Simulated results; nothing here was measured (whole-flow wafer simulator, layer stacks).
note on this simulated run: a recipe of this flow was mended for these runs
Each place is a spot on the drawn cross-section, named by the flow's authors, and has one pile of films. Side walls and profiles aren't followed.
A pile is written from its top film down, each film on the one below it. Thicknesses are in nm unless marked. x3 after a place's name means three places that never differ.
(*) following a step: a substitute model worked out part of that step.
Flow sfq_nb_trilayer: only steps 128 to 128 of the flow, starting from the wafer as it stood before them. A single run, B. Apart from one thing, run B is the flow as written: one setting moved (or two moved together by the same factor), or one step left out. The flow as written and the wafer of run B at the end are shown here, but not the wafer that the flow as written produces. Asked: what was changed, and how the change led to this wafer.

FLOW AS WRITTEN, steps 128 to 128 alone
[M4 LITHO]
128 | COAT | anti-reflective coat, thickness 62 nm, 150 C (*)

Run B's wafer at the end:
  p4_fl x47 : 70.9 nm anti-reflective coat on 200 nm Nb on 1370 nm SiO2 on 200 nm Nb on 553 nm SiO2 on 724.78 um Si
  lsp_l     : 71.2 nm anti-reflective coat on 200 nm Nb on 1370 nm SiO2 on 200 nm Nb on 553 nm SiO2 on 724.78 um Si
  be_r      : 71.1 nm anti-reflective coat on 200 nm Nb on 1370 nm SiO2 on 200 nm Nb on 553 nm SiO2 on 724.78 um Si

The reason: step 128, COAT: thickness 70.9 nm was run, whereas the flow has thickness 62 nm.
The wafer lets one read it off: p4_fl x47 has anti-reflective coat 70.9, and step 128 as written asks for 62 nm.

Step by step, how the change led to this:
  128 | COAT | anti-reflective coat, thickness 62 nm, 150 C (*)
      p4_fl x47, p4_w1 x9, wl_j_sl x15, wl_d_m1, l0r_line_l x3, m0r_space_l x2: anti-reflective coat gains 70.9 (new film) (in the flow as written it would be: anti-reflective coat gains 62 (new film))
      lsp_l, ln_m5, lsp_m, ln_m6, lsp_r, l0_sur, l0v: anti-reflective coat gains 71.2 (new film) (in the flow as written it would be: anti-reflective coat gains 62.3 (new film))
      (as well as at 22 more places)
